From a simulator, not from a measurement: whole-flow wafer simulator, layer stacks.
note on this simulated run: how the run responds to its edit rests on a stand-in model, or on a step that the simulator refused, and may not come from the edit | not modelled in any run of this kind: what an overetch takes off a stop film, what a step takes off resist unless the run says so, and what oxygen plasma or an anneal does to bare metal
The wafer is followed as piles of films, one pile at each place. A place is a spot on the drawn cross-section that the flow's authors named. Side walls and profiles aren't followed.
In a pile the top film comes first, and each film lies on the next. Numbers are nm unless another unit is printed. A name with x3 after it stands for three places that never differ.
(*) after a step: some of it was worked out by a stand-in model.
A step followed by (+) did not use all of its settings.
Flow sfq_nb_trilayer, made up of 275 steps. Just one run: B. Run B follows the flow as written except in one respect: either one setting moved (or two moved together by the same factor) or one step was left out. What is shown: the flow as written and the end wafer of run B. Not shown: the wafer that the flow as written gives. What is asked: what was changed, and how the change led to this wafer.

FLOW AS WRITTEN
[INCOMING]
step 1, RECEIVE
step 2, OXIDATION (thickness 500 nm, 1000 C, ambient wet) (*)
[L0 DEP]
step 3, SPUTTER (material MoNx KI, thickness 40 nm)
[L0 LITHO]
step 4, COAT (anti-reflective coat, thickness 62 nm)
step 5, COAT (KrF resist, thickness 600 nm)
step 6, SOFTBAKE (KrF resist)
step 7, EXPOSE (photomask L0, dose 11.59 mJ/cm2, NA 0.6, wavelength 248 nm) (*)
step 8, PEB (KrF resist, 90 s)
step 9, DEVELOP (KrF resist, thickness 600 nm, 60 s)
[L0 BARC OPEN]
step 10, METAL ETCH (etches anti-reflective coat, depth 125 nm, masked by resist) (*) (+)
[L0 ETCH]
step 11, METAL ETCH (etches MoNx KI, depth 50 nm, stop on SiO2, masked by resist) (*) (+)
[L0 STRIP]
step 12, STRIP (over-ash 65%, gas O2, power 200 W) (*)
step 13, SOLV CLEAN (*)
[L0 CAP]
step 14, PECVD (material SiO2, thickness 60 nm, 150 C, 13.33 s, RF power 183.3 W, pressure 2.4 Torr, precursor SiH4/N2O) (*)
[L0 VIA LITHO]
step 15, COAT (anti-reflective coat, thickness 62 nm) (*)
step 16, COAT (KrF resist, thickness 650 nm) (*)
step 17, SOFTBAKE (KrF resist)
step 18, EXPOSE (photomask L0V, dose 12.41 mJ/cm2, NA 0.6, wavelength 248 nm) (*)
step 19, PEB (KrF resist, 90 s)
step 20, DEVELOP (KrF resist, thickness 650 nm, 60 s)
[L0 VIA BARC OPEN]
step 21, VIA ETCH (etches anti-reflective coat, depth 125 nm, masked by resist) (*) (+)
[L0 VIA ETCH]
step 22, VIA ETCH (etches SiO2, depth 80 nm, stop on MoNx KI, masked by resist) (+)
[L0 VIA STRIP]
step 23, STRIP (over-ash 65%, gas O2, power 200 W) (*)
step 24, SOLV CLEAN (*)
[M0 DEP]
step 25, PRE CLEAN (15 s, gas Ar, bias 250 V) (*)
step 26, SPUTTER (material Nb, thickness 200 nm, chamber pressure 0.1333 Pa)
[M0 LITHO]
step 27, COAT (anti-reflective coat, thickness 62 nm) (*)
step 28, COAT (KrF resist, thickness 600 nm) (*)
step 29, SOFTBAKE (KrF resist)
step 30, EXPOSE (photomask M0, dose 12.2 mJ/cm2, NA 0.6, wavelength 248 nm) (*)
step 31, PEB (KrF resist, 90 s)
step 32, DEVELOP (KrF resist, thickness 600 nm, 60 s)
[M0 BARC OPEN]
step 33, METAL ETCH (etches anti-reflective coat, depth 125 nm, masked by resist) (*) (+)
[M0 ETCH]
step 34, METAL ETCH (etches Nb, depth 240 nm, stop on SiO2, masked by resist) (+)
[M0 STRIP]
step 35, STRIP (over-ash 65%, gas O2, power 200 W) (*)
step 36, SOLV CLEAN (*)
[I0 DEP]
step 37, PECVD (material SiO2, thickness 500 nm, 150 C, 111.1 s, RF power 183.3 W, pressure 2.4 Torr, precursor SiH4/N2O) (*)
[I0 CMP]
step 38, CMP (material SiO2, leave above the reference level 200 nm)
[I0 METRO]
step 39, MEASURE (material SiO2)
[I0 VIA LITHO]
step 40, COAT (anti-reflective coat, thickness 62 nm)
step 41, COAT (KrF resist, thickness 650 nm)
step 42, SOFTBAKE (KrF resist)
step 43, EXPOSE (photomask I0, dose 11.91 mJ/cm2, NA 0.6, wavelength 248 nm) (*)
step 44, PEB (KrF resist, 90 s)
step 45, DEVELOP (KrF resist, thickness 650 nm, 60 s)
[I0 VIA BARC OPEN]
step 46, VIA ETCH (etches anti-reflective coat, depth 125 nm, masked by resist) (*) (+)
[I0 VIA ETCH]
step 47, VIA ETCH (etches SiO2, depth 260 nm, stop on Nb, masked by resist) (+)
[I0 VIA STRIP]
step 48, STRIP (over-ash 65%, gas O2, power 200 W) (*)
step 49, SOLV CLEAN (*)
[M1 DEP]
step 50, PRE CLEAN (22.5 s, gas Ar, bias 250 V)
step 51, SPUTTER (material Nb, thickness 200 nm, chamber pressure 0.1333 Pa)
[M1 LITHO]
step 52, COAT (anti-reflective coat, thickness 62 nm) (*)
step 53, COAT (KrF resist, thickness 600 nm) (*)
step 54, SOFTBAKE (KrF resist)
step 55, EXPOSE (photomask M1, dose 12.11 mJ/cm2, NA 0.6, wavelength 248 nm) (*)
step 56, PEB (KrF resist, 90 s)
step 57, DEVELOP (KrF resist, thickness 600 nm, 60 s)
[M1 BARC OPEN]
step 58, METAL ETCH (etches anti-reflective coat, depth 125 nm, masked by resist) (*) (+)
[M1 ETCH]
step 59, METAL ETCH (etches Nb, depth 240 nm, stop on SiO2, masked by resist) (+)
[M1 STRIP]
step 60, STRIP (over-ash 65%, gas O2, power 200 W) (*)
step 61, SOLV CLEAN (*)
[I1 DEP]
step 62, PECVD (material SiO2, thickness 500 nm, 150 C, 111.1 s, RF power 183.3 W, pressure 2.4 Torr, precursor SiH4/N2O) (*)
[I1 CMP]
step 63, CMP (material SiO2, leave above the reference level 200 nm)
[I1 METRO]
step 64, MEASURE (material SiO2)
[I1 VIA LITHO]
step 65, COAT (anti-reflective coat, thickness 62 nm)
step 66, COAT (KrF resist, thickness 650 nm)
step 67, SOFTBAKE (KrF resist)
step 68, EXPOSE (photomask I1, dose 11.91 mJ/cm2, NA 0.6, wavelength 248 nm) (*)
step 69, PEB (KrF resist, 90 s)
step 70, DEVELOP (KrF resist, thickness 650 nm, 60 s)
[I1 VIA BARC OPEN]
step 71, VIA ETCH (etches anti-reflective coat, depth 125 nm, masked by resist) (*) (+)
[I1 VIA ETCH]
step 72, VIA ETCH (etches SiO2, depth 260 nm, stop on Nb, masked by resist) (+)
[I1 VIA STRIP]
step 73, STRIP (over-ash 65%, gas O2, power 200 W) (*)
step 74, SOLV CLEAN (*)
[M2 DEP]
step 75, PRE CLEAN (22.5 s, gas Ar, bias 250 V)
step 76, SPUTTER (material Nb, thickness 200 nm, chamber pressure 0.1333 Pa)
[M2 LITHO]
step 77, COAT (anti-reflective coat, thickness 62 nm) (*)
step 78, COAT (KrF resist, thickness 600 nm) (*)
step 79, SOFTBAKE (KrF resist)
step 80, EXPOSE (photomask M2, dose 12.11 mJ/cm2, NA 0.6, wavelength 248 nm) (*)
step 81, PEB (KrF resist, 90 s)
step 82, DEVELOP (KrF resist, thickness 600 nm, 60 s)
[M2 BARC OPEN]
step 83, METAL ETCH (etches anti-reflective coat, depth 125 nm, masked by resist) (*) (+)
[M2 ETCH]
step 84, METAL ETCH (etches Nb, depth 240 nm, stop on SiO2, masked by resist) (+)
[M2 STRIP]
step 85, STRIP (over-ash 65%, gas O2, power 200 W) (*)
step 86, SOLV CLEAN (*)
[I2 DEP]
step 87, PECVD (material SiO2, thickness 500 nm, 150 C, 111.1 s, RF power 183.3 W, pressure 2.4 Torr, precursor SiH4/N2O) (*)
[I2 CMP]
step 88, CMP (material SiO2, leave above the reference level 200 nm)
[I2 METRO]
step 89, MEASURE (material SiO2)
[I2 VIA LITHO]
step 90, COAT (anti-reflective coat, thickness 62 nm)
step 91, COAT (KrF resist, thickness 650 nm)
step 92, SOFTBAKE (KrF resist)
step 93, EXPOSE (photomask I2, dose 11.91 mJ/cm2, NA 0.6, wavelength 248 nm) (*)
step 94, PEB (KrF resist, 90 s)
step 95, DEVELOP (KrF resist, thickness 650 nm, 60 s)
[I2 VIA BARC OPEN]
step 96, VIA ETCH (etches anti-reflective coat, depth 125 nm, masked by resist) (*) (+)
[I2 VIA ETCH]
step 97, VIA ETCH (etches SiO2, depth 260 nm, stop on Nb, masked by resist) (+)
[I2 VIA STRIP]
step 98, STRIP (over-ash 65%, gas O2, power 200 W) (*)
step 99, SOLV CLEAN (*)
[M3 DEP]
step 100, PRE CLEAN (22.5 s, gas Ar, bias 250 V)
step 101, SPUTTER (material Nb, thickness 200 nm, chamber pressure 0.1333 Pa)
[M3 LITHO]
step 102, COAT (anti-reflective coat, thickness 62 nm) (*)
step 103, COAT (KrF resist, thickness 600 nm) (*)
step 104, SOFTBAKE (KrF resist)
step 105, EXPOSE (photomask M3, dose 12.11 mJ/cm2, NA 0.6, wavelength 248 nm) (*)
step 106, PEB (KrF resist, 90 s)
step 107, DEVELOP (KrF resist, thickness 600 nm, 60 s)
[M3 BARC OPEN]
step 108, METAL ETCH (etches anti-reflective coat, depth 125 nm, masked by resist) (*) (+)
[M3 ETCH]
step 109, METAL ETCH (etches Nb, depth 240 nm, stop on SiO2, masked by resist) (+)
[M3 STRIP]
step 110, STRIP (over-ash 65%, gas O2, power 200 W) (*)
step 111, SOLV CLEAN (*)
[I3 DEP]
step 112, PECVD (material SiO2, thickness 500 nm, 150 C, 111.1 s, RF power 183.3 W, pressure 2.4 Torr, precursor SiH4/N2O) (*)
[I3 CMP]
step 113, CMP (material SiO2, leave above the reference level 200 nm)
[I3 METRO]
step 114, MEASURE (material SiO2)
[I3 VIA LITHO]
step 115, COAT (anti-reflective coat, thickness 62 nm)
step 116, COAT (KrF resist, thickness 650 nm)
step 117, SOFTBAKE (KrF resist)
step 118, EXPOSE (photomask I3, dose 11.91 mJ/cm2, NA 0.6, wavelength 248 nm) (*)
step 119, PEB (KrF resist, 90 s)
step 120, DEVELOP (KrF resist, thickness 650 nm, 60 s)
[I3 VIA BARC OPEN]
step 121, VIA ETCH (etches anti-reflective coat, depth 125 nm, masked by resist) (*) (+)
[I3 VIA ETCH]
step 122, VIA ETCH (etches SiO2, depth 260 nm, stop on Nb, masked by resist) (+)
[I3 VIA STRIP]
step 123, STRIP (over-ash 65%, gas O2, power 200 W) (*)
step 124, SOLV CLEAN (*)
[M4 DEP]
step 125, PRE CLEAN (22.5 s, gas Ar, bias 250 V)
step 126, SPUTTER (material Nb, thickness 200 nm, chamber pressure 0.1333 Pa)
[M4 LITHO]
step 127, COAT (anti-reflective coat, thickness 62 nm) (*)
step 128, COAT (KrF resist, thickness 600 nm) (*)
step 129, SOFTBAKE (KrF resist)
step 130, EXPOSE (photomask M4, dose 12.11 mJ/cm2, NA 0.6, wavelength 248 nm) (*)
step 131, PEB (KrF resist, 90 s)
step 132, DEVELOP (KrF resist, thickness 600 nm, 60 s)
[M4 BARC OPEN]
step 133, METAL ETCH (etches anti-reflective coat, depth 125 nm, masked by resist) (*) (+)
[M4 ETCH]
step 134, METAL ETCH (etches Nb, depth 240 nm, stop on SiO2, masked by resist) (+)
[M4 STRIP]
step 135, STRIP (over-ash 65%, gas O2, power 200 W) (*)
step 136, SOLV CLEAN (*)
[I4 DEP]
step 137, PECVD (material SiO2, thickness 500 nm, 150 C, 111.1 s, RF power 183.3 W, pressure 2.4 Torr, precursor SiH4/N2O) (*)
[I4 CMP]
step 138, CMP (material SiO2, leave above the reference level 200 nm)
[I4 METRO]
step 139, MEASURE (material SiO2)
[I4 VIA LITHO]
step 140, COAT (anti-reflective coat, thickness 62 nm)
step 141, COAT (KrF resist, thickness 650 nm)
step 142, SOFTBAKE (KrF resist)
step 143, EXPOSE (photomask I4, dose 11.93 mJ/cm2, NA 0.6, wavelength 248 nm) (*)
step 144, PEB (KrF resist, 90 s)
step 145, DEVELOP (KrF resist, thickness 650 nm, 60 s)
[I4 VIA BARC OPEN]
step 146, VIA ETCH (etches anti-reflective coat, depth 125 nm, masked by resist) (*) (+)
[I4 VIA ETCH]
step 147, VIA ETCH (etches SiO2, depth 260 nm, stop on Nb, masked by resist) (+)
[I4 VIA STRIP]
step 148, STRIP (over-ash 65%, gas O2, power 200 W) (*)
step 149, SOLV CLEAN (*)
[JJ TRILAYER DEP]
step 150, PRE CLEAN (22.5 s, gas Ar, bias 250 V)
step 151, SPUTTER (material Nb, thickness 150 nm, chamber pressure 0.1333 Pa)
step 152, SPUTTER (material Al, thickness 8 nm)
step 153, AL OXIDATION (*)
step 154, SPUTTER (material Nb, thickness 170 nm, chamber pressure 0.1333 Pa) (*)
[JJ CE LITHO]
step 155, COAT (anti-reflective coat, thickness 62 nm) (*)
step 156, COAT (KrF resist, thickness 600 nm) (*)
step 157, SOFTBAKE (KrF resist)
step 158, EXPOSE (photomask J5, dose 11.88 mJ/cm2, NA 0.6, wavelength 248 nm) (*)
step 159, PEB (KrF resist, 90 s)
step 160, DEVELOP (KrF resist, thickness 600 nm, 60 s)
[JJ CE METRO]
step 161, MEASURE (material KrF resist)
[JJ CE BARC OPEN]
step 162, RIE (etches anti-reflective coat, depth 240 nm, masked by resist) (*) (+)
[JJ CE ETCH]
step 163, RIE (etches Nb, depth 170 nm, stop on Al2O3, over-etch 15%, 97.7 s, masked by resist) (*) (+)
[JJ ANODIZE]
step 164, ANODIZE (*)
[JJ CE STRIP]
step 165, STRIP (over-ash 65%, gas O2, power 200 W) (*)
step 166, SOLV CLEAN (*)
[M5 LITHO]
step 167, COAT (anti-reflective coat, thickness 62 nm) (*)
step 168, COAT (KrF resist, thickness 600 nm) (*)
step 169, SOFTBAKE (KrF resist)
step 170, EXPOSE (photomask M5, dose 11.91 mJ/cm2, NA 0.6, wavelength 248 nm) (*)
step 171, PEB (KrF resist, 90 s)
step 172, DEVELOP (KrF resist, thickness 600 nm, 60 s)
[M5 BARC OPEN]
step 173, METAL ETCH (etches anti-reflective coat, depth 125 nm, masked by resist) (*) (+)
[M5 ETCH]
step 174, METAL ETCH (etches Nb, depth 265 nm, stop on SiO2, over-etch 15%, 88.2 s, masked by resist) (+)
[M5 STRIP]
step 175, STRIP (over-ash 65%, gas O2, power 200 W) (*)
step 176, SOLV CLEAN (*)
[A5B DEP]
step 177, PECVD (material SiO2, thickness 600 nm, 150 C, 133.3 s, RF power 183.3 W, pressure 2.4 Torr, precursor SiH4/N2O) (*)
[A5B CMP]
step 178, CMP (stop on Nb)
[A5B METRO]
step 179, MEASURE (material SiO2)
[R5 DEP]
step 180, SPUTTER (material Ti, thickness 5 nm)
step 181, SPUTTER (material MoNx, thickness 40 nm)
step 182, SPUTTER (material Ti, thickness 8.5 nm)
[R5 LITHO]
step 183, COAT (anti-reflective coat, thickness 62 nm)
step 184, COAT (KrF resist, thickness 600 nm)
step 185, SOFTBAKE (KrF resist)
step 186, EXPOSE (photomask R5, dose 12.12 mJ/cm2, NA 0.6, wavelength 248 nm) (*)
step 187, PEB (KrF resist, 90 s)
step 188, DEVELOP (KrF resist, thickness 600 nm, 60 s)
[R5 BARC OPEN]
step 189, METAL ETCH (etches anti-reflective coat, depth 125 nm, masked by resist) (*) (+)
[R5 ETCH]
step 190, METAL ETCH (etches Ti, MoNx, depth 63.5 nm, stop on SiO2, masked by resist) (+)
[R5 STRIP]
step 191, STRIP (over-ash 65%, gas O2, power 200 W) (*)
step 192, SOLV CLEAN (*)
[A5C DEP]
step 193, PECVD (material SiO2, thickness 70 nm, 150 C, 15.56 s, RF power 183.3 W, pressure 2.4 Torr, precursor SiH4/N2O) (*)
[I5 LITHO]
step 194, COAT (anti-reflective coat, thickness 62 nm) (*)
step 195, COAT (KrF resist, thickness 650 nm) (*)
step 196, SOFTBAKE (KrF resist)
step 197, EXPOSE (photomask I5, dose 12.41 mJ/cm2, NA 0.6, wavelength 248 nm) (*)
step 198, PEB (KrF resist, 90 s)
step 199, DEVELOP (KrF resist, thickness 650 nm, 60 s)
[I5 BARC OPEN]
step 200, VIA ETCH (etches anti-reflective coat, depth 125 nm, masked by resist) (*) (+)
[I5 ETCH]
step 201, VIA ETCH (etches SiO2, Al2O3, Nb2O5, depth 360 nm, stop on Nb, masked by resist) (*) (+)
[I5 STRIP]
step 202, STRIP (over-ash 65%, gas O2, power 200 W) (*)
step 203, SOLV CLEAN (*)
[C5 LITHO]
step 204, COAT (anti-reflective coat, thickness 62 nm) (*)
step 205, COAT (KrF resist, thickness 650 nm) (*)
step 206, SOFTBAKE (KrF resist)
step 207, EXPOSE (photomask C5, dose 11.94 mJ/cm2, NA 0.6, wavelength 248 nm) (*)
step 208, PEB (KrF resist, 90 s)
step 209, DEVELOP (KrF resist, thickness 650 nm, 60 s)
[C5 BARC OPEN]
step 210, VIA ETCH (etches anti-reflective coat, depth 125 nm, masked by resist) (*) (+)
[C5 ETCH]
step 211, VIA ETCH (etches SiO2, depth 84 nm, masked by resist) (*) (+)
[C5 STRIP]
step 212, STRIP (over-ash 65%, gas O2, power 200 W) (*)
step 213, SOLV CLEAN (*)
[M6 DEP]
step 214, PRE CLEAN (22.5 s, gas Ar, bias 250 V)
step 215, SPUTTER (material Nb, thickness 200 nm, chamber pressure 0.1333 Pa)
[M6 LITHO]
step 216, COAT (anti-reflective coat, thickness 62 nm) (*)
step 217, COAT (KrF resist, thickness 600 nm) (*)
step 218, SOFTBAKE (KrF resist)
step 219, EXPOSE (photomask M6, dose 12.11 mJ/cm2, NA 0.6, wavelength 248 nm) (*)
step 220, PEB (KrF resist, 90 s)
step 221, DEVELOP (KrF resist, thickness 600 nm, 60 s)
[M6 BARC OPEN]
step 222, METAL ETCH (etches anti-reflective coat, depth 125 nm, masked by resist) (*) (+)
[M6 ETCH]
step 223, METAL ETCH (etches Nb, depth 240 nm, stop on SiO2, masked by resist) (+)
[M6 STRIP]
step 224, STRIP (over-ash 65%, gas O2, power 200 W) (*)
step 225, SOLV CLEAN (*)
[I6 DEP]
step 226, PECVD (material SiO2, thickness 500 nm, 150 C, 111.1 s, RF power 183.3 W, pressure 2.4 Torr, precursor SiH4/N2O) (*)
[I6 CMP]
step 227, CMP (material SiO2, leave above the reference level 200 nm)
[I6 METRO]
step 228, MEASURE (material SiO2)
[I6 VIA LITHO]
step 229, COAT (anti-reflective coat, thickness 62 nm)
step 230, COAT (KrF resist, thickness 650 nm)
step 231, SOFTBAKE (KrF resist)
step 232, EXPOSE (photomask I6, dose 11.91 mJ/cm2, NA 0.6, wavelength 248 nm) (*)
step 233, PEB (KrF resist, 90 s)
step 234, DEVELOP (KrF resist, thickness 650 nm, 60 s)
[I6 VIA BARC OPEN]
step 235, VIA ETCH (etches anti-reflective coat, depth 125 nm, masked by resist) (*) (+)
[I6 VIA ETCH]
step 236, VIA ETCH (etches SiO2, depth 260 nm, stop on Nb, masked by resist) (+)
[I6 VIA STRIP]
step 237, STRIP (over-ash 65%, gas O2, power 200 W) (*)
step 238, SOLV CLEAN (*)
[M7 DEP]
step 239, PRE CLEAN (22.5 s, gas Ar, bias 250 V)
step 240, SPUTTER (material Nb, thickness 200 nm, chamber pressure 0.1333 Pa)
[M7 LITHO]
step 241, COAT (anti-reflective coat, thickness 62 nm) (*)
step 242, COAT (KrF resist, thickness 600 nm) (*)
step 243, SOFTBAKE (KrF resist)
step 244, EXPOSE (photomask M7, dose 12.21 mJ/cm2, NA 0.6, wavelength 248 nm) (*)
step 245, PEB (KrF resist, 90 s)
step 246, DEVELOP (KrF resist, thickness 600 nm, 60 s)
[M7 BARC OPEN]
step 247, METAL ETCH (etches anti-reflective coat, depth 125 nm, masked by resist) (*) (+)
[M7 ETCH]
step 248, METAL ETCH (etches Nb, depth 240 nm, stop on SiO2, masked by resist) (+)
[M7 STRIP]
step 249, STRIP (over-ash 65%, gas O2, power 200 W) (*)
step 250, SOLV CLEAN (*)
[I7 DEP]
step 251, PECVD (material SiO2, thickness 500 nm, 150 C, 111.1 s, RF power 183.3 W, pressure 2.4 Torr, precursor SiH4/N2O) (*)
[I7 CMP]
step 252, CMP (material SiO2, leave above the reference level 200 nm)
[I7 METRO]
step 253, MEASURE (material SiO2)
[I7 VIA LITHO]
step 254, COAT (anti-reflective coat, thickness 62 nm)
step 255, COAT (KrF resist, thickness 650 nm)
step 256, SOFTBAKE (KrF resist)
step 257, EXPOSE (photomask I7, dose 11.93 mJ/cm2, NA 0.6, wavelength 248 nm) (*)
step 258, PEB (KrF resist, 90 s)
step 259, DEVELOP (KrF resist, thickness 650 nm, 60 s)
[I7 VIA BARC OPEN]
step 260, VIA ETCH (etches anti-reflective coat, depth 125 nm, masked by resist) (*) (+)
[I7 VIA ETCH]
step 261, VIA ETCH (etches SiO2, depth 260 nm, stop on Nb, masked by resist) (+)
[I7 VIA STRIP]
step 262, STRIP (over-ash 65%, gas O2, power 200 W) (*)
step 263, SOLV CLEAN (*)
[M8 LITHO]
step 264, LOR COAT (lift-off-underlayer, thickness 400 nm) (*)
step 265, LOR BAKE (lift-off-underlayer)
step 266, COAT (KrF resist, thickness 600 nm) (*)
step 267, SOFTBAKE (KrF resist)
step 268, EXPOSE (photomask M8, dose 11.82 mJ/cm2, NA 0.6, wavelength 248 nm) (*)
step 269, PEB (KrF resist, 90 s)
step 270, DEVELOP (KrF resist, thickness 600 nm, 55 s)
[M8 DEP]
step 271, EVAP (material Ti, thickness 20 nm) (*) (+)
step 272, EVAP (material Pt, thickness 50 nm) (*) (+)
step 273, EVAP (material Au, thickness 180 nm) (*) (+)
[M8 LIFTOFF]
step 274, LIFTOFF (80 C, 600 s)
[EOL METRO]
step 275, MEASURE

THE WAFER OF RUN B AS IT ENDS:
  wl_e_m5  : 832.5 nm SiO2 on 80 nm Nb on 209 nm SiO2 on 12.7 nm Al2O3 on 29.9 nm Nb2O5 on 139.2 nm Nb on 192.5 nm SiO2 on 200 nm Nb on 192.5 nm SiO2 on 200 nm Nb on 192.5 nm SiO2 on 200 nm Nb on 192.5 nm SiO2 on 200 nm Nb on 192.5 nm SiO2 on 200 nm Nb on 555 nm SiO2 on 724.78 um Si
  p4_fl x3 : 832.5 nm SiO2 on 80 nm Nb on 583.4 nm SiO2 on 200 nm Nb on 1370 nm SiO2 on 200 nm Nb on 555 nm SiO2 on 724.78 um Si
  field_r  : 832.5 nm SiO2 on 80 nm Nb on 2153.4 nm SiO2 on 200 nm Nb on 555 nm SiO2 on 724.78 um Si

Cause: step 215, SPUTTER: thickness 320 nm was run, whereas the flow has thickness 200 nm.

The path from the change to this, step by step:
  step 215, SPUTTER (material Nb, thickness 200 nm, chamber pressure 0.1333 Pa)
      field_l, v_sur, via_wl and 100 more: Nb gains 320 (new film) (as written it would have been: Nb gains 200 (new film))
      be: Nb gains 233.6 (as written it would have been: Nb gains 147.3)
      (and at 2 other places as well)
  step 216, COAT (anti-reflective coat, thickness 62 nm) (*)
      be: anti-reflective coat gains 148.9 (new film) (as written it would have been: anti-reflective coat gains 136.7 (new film))
      be_sur: anti-reflective coat gains 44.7 (new film) (as written it would have been: anti-reflective coat gains 43.8 (new film))
      (and at 3 other places as well)
  step 217, COAT (KrF resist, thickness 600 nm) (*)
      be: KrF resist gains 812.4 (new film) (as written it would have been: KrF resist gains 793.9 (new film))
  step 223, METAL ETCH (etches Nb, depth 240 nm, stop on SiO2, masked by resist) (+)
      field_l, gap, moat and 76 more: Nb loses 240 (as written it would have been: Nb loses 200 (all of it))
  step 224, STRIP (over-ash 65%, gas O2, power 200 W) (*)
      be: KrF resist loses 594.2 (all of it), anti-reflective coat loses 148.9 (all of it) (as written it would have been: KrF resist loses 575.8 (all of it), anti-reflective coat loses 136.7 (all of it))
      be_sur: KrF resist loses 368.5 (all of it), anti-reflective coat loses 44.7 (all of it) (as written it would have been: KrF resist loses 371.2 (all of it), anti-reflective coat loses 43.8 (all of it))
      (and at 3 other places as well)
  step 226, PECVD (material SiO2, thickness 500 nm, 150 C, 111.1 s, RF power 183.3 W, pressure 2.4 Torr, precursor SiH4/N2O) (*)
      field_l, p4_fl x3, p4_w1 x9 and 52 more: SiO2 gains 500 (new film) (as written it would have been: SiO2 gains 500)
      moat, field_r, lsp_l, ln_m5, lsp_m: SiO2 gains 492.3 (new film) (as written it would have been: SiO2 gains 493.6)
      (and at 10 other places as well)
  step 227, CMP (material SiO2, leave above the reference level 200 nm)
      field_l, p4_fl x3, p4_w1 x9 and 49 more: SiO2 loses 60 (as written it would have been: SiO2 loses 100)
      moat, field_r, lsp_l, ln_m5, lsp_m: SiO2 loses 52.3 (as written it would have been: SiO2 loses 93.6)
      (and at 9 other places as well)
With metal films that touch counted as one body, wl_e_m5 has 7 bodies (between them, from the top down: SiO2 209 / Al2O3 12.7 / Nb2O5 29.9; SiO2 192.5; SiO2 192.5; SiO2 192.5; SiO2 192.5; SiO2 192.5); the flow as written gives 6 bodies (between them, from the top down: SiO2 192.5; SiO2 192.5; SiO2 192.5; SiO2 192.5; SiO2 192.5).
With metal films that touch counted as one body, p4_fl x3 has 3 bodies (between them, from the top down: SiO2 583.4; SiO2 1370); the flow as written gives 2 bodies (between them, from the top down: SiO2 1370).
With metal films that touch counted as one body, field_r has 2 bodies (between them, from the top down: SiO2 2153.4); the flow as written gives 1 body.
